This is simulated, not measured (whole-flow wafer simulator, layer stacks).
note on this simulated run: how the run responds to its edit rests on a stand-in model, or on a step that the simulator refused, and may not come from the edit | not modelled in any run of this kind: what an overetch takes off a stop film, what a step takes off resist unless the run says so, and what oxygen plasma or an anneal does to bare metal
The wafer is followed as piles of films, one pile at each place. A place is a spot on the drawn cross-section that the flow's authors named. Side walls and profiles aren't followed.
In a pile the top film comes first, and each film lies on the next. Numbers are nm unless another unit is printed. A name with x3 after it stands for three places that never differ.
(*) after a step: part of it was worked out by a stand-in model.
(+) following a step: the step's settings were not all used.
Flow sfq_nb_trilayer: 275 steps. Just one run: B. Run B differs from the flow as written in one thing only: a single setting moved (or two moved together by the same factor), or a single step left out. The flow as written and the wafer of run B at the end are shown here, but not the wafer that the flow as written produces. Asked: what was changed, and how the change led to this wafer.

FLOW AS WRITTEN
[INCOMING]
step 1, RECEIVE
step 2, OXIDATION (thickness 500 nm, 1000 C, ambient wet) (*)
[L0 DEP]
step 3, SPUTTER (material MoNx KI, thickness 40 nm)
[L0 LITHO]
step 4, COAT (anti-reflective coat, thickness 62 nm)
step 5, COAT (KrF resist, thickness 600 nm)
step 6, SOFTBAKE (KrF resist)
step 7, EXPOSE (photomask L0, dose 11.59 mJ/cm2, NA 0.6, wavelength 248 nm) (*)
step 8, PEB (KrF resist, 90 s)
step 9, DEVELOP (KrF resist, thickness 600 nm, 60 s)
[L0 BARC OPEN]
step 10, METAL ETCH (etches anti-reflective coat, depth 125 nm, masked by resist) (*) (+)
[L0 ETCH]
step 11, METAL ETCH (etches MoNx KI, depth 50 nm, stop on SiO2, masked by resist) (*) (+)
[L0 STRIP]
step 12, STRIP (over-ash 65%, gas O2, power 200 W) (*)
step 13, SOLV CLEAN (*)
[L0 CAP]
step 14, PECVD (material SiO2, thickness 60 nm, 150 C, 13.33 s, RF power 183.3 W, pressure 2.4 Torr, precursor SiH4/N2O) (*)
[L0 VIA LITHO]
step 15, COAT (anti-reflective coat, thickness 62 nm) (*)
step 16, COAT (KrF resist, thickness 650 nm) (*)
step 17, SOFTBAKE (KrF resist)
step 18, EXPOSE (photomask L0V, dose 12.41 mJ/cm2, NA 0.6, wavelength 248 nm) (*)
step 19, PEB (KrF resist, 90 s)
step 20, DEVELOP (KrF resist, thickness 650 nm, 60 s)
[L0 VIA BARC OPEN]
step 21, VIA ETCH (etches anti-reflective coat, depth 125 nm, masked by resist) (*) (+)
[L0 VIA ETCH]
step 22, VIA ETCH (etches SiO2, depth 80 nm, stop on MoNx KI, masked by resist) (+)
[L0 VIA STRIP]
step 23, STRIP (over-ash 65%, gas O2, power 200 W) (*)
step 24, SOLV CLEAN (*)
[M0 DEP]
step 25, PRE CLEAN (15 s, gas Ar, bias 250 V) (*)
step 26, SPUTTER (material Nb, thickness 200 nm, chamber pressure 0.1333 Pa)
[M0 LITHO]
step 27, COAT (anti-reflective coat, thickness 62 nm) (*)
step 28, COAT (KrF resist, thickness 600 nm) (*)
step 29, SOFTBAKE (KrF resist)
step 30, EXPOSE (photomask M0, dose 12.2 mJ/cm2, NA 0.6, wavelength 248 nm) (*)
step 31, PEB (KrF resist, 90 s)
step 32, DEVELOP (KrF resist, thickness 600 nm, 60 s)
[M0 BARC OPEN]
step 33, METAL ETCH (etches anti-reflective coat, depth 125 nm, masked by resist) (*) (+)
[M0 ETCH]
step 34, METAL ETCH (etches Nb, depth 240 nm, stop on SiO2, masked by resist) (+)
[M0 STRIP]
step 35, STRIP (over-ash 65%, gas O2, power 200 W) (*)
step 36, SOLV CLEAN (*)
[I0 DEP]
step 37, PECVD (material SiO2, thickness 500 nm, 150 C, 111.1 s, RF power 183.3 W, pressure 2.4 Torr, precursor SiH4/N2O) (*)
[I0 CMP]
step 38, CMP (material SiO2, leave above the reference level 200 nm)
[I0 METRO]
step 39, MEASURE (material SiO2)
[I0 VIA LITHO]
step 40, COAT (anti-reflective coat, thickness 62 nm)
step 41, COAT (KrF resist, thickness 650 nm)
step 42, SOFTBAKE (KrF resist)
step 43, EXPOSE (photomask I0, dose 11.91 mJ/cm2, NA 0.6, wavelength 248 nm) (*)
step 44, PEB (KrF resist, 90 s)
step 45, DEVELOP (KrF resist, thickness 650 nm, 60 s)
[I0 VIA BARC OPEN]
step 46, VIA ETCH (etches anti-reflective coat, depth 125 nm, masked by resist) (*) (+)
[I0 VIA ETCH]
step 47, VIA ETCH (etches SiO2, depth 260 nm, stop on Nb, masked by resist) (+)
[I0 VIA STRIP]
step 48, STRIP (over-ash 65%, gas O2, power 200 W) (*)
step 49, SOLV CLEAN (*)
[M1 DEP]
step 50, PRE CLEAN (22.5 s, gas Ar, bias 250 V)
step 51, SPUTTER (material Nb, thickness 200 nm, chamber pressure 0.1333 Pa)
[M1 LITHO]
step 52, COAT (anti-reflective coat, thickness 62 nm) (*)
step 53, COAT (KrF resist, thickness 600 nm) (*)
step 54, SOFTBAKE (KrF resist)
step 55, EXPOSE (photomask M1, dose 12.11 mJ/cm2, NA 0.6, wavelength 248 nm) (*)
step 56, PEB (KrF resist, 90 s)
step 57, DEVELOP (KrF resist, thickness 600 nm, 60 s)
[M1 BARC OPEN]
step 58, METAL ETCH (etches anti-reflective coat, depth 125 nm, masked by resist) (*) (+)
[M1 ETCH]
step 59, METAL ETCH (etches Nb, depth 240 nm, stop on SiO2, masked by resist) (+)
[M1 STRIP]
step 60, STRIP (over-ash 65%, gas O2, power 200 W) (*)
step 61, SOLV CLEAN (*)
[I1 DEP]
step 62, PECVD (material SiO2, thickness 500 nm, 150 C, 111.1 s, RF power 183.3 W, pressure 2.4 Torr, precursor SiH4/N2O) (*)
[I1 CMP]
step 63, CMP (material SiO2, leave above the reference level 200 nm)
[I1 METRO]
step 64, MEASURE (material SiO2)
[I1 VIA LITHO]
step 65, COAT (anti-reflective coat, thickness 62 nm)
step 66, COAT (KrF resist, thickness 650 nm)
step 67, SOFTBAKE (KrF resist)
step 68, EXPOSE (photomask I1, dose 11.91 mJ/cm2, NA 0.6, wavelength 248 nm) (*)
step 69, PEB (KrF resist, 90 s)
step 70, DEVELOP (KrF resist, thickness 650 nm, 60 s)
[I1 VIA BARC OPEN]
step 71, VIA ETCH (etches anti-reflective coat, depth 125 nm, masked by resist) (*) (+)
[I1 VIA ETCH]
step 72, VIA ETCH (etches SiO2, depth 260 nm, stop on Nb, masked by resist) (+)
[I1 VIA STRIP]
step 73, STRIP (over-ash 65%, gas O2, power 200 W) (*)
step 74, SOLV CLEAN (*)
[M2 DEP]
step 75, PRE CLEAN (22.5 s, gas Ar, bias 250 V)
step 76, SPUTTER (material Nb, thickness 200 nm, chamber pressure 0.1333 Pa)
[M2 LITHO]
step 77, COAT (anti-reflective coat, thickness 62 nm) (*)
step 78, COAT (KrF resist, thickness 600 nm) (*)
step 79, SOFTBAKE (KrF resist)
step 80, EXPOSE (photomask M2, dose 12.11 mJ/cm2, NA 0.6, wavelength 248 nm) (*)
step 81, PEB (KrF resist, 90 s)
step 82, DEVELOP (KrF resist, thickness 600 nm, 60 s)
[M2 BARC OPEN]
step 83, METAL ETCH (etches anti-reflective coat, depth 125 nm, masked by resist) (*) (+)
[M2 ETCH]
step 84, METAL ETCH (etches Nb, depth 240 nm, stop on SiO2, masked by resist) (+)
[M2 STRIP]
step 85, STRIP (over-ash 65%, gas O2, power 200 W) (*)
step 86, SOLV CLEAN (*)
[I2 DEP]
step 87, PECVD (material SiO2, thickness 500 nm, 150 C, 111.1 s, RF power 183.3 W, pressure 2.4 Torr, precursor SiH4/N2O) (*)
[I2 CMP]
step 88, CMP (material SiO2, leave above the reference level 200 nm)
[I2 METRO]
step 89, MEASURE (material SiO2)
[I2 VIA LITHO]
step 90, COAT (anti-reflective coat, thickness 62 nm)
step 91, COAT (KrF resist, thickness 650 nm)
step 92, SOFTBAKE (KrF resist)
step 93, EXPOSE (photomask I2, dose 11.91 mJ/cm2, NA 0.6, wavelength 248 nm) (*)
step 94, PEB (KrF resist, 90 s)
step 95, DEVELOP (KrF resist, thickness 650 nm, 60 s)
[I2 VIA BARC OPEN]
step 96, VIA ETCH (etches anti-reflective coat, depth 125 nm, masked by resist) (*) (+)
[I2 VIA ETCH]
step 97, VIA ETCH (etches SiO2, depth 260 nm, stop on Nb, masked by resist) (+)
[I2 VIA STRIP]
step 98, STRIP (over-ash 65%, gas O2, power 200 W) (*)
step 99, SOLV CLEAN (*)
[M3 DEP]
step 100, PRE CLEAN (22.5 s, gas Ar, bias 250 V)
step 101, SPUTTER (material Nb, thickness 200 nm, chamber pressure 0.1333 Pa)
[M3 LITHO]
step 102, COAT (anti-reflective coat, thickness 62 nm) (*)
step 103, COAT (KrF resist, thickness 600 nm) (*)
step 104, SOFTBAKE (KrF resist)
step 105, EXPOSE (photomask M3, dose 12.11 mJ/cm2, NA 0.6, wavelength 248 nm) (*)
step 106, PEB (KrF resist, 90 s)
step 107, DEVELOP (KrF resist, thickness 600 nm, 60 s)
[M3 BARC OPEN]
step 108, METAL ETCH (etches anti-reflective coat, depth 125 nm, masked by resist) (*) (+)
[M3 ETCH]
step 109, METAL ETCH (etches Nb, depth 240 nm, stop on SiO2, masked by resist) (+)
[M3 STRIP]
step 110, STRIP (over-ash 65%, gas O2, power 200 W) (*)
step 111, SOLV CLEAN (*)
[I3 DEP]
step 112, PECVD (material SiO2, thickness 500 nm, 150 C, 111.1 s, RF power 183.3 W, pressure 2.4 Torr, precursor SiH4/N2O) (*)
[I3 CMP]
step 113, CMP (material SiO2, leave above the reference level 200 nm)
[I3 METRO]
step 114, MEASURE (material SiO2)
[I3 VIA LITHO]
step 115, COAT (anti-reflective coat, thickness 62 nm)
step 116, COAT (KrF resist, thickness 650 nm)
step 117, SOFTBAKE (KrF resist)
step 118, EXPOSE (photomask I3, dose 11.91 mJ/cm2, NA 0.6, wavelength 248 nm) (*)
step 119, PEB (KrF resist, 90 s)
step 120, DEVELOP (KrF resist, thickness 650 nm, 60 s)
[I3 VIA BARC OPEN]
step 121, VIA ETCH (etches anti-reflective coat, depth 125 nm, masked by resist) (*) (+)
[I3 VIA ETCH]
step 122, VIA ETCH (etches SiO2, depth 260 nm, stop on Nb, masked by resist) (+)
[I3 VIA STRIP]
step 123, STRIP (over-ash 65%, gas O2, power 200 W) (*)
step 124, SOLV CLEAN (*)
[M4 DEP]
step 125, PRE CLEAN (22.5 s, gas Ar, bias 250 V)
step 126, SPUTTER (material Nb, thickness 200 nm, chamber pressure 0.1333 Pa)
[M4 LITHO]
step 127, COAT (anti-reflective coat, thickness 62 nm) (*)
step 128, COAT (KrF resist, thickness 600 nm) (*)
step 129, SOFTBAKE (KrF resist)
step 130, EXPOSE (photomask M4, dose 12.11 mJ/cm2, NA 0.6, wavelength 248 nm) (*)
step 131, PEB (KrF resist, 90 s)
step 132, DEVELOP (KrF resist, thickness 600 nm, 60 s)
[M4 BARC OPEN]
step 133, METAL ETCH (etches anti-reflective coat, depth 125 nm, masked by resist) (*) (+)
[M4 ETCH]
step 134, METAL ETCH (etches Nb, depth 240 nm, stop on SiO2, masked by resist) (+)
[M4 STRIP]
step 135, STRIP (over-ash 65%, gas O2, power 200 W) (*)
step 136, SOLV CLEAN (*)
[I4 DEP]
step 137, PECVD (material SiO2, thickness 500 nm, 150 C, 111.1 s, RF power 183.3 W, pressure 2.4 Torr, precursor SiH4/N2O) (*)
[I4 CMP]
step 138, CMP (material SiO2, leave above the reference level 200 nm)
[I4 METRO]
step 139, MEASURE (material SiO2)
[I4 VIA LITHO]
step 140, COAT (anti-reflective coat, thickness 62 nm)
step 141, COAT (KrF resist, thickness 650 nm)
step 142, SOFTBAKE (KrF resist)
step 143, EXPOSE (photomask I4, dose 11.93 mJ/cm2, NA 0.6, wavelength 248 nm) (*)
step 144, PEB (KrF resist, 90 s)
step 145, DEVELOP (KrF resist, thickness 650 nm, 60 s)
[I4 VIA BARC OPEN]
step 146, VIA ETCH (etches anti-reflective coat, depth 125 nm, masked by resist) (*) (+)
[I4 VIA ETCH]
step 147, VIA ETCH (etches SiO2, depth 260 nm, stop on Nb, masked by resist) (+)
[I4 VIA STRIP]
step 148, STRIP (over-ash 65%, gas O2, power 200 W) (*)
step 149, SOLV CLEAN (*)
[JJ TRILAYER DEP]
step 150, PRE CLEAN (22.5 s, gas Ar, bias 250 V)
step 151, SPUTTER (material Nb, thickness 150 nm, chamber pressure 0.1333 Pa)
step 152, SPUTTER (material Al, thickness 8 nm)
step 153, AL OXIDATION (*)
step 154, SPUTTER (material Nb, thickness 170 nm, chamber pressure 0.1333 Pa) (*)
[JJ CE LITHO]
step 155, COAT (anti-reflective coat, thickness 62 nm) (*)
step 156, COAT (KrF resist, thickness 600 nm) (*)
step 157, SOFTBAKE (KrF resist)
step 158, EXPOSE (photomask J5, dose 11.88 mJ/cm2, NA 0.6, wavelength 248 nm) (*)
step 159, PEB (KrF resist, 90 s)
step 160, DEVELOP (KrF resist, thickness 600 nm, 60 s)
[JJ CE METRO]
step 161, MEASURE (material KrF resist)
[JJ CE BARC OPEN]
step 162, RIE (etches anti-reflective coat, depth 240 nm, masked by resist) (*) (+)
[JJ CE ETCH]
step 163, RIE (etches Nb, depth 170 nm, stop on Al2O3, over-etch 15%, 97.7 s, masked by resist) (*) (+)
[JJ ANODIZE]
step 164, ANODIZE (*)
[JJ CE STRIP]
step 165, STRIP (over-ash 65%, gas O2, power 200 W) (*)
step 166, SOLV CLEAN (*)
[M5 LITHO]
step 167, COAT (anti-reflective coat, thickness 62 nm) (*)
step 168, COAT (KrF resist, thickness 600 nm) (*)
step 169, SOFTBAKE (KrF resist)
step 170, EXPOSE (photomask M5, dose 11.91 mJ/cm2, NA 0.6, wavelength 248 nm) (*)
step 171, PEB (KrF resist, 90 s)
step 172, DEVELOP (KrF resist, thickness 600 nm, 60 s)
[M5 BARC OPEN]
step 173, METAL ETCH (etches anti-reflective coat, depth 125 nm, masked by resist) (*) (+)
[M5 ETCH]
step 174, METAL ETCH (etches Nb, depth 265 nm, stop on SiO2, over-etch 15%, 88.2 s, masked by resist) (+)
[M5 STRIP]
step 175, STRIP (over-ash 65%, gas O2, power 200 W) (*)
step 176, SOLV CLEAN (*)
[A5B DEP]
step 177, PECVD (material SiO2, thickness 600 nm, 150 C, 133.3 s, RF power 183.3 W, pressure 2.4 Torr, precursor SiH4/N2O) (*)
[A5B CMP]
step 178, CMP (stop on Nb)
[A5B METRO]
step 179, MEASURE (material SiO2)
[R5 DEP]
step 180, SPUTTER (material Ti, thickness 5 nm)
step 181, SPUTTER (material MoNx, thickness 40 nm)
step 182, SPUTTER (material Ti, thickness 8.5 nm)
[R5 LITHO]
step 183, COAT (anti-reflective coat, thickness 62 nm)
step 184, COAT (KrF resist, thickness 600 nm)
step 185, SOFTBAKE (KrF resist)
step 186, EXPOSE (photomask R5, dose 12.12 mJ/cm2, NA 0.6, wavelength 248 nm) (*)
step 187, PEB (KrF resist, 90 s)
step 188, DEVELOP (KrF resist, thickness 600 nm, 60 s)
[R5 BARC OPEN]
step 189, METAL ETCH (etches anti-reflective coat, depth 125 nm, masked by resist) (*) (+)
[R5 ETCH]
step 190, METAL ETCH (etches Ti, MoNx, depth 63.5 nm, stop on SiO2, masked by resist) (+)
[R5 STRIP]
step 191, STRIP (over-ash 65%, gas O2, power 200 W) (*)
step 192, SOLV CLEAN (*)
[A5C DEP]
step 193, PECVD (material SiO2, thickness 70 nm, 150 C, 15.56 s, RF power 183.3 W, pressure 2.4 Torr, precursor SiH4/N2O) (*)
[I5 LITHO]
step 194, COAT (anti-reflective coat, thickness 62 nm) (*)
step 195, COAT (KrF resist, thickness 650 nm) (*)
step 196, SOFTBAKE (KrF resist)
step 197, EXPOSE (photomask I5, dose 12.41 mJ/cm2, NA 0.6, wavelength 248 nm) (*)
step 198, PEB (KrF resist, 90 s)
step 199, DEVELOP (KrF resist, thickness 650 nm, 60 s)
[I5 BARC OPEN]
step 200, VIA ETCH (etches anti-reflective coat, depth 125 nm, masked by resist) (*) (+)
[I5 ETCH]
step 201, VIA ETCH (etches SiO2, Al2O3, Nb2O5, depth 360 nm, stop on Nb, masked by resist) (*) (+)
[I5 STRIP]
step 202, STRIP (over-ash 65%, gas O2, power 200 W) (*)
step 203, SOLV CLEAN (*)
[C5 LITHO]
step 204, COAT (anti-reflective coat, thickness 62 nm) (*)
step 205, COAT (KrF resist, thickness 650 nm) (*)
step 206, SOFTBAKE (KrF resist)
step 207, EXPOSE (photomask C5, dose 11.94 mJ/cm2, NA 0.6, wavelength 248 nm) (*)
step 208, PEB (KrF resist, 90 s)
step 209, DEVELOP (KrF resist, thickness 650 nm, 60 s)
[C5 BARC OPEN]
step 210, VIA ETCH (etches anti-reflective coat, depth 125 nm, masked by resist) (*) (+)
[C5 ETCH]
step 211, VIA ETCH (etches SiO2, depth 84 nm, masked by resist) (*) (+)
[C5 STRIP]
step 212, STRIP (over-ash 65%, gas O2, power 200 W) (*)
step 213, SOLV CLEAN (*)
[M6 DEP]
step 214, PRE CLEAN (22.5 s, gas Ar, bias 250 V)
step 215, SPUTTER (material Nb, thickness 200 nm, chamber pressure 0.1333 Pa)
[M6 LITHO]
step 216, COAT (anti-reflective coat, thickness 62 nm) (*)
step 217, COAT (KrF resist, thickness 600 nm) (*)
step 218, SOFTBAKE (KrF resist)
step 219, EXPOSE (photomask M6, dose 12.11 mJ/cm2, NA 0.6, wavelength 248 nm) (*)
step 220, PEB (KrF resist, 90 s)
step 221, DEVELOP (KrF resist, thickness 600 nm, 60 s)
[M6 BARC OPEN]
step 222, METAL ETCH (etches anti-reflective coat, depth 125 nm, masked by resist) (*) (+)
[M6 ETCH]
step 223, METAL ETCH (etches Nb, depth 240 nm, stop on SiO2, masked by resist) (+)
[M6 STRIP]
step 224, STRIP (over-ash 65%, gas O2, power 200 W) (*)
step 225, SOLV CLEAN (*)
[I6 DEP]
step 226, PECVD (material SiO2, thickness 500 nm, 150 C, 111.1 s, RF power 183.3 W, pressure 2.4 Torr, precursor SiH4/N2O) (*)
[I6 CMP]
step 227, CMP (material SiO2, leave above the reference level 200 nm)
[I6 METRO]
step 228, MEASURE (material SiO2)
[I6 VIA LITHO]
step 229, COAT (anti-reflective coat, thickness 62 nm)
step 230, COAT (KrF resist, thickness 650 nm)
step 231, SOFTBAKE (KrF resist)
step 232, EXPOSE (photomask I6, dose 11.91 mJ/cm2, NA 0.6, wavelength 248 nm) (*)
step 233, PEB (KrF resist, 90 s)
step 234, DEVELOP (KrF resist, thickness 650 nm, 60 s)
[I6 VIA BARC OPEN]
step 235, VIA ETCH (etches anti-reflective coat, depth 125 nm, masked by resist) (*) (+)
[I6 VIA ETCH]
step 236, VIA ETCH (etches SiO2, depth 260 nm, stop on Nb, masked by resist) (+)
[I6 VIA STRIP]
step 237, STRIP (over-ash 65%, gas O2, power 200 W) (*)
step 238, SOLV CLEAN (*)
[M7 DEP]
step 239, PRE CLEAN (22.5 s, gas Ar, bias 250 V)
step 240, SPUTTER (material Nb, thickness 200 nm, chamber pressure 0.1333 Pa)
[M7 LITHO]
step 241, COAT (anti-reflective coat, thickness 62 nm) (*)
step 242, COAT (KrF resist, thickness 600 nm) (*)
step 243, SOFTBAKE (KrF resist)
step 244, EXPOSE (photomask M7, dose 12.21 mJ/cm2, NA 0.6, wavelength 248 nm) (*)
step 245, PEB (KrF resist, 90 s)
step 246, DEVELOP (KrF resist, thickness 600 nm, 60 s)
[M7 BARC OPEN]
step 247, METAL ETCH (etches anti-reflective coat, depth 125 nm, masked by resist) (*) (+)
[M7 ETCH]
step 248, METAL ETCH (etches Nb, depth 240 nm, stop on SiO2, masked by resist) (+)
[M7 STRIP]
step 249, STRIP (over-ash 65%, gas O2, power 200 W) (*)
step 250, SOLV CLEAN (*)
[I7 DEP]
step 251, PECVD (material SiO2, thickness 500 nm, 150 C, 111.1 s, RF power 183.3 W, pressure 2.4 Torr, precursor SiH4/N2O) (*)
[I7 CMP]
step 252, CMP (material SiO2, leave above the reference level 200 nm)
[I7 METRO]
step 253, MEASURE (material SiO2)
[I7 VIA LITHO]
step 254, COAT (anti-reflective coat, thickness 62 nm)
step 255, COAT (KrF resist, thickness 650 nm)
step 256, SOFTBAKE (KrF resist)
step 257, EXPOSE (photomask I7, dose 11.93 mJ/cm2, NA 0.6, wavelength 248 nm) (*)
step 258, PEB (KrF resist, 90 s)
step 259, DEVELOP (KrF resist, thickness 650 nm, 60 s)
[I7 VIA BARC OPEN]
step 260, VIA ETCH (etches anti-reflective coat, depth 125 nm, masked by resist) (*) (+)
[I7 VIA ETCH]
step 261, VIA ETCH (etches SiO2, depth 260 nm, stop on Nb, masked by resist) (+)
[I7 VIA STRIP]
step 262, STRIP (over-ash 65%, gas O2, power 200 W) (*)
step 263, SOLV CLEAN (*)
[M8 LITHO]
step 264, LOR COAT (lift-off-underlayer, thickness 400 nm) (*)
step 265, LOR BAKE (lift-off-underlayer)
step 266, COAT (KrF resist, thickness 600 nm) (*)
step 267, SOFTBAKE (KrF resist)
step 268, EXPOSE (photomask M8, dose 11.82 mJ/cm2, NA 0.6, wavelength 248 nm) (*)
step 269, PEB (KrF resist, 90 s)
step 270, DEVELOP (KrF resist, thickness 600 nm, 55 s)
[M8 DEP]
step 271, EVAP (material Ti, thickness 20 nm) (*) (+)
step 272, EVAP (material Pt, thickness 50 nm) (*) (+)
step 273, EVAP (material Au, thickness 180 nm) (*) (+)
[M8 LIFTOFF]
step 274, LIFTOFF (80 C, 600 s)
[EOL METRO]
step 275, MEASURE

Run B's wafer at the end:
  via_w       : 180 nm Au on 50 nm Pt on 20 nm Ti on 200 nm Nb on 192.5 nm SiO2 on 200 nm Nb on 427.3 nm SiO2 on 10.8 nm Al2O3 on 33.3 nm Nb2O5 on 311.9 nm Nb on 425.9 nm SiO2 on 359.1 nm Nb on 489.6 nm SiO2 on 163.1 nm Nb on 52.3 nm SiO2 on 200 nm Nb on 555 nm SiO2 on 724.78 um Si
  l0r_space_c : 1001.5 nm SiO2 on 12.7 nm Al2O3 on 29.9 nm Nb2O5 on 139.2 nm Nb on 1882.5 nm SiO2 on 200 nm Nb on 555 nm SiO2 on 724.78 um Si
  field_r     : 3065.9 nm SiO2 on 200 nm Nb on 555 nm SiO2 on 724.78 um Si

The reason: step 38, CMP: leave above the reference level 320 nm was run, though the flow has leave above the reference level 200 nm.

The path from the change to this, step by step:
  step 38, CMP (material SiO2, leave above the reference level 200 nm)
      v_sur, via_wl, via_w and 94 more: -180 SiO2 (as written it would have been: -300 SiO2)
      field_l, l0_sur, l0r_line_l, l0r_line_c, l0r_line_r: -220 SiO2 (as written it would have been: -340 SiO2)
      (as well as at 4 more places)
  step 47, VIA ETCH (etches SiO2, depth 260 nm, stop on Nb, masked by resist) (+)
      via_w: -260 SiO2 (as written it would have been: -199.8 SiO2 (all of it))
  step 50, PRE CLEAN (22.5 s, gas Ar, bias 250 V)
      via_w: -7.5 SiO2 (as written it would have been: -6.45 Nb)
  step 51, SPUTTER (material Nb, thickness 200 nm, chamber pressure 0.1333 Pa)
      via_w: +163.1 Nb (new film) (as written it would have been: +174.5 Nb)
  step 52, COAT (anti-reflective coat, thickness 62 nm) (*)
      via_w: +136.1 anti-reflective coat (new film) (as written it would have been: +123.1 anti-reflective coat (new film))
      via_wr: +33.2 anti-reflective coat (new film) (as written it would have been: +34.9 anti-reflective coat (new film))
  step 53, COAT (KrF resist, thickness 600 nm) (*)
      via_w: +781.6 KrF resist (new film) (as written it would have been: +731.8 KrF resist (new film))
  step 60, STRIP (over-ash 65%, gas O2, power 200 W) (*)
      via_w: -563.6 KrF resist (all of it), -136.1 anti-reflective coat (all of it) (as written it would have been: -513.8 KrF resist (all of it), -123.1 anti-reflective coat (all of it))
      via_wr: -378.6 KrF resist (all of it), -33.2 anti-reflective coat (all of it) (as written it would have been: -384.4 KrF resist (all of it), -34.9 anti-reflective coat (all of it))
  step 62, PECVD (material SiO2, thickness 500 nm, 150 C, 111.1 s, RF power 183.3 W, pressure 2.4 Torr, precursor SiH4/N2O) (*)
      via_w: +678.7 SiO2 (new film) (as written it would have been: +606 SiO2 (new film))
If metal films that touch count as one body, via_w has 6 bodies (between them, from the top down: SiO2 192.5; SiO2 427.3 / Al2O3 10.8 / Nb2O5 33.3; SiO2 425.9; SiO2 489.6; SiO2 52.3); the flow as written gives 5 bodies (between them, from the top down: SiO2 192.5; SiO2 427.3 / Al2O3 10.8 / Nb2O5 33.3; SiO2 425.9; SiO2 416.9).
